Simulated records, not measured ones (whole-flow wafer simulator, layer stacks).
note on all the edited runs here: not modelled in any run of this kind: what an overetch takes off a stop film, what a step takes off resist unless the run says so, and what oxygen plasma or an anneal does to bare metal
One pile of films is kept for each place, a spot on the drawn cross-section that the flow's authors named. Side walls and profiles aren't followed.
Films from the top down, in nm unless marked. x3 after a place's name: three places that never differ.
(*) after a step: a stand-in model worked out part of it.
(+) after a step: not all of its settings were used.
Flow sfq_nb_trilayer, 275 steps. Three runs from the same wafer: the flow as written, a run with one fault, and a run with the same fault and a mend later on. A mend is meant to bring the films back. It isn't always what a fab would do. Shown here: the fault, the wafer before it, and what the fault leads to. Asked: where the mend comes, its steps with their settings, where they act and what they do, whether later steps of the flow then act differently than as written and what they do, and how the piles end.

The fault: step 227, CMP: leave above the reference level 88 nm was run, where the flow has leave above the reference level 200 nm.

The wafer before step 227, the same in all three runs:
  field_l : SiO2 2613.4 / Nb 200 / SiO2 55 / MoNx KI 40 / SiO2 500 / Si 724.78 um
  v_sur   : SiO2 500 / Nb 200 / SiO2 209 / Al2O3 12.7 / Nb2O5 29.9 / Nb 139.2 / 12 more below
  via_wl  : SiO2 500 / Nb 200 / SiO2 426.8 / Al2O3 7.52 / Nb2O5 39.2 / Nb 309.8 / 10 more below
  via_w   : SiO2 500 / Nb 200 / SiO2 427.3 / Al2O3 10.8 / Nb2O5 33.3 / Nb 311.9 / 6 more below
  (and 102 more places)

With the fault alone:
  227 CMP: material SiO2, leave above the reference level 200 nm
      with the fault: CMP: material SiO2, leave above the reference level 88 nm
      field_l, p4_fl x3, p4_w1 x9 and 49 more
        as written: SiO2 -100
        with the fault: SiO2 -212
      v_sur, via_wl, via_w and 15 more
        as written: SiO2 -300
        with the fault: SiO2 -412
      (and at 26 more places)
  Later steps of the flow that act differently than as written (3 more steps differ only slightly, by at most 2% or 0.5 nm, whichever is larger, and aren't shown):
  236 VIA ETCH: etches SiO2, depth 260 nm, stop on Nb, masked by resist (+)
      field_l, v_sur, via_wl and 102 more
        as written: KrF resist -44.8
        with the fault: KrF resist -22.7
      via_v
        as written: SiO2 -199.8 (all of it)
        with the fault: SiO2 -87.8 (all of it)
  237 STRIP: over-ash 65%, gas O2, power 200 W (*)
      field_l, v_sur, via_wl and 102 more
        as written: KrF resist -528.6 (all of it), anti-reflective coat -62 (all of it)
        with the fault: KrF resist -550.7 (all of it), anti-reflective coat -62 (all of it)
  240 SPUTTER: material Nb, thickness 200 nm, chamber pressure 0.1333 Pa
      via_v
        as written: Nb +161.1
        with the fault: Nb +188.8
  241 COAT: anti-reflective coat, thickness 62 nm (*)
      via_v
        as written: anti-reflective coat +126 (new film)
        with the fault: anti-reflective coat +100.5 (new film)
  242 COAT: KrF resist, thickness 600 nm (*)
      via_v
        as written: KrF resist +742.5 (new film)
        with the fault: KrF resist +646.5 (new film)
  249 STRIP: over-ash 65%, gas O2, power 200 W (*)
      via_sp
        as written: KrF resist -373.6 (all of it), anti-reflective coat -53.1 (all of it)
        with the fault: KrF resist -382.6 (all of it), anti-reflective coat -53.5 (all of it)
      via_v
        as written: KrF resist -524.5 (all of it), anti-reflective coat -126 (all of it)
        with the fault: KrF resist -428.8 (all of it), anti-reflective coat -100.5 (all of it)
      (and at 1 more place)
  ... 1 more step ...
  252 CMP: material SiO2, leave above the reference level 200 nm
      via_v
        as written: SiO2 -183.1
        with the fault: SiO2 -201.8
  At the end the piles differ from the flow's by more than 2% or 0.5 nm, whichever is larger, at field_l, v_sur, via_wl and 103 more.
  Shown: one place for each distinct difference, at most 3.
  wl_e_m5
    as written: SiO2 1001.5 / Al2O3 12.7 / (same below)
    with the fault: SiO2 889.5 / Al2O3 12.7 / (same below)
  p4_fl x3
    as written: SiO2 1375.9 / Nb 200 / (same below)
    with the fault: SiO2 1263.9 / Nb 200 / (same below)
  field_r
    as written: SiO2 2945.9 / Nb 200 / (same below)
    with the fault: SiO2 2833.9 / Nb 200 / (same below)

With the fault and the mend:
  The mend comes after step 234.
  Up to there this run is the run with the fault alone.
  234a STRIP: over-ash 65%, gas O2, power 200 W (*)
      field_l, v_sur, via_wl and 102 more
        KrF resist -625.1 (all of it), anti-reflective coat -62 (all of it)
      via_v
        anti-reflective coat -62 (all of it)
  234b PECVD: material SiO2, thickness 112 nm, 150 C, 24.89 s, RF power 183.3 W, pressure 2.4 Torr, precursor SiH4/N2O (the flow's step 226 once more, with other settings)
      field_l, v_sur, via_wl and 103 more
        SiO2 +112
  234c COAT: anti-reflective coat, thickness 62 nm (the flow's step 229 once more)
      field_l, v_sur, via_wl and 103 more
        anti-reflective coat +62 (new film)
  234d COAT: KrF resist, thickness 650 nm (the flow's step 230 once more)
      field_l, v_sur, via_wl and 103 more
        KrF resist +650 (new film)
  234e SOFTBAKE: KrF resist (the flow's step 231 once more)
      changes no film at any place that is followed
  234f EXPOSE: photomask I6, dose 11.91 mJ/cm2, NA 0.6, wavelength 248 nm (*) (the flow's step 232 once more)
      changes no film at any place that is followed
  234g PEB: KrF resist, 90 s (the flow's step 233 once more)
      field_l, v_sur, via_wl and 103 more
        KrF resist -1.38
  234h DEVELOP: KrF resist, thickness 650 nm, 60 s (the flow's step 234 once more)
      field_l, v_sur, via_wl and 102 more
        KrF resist -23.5
      via_v
        KrF resist -648.6 (all of it)
  No later step of the flow acts differently than as written at any place that is followed.
  At the end the piles are the same as the flow's at every place that both follow.
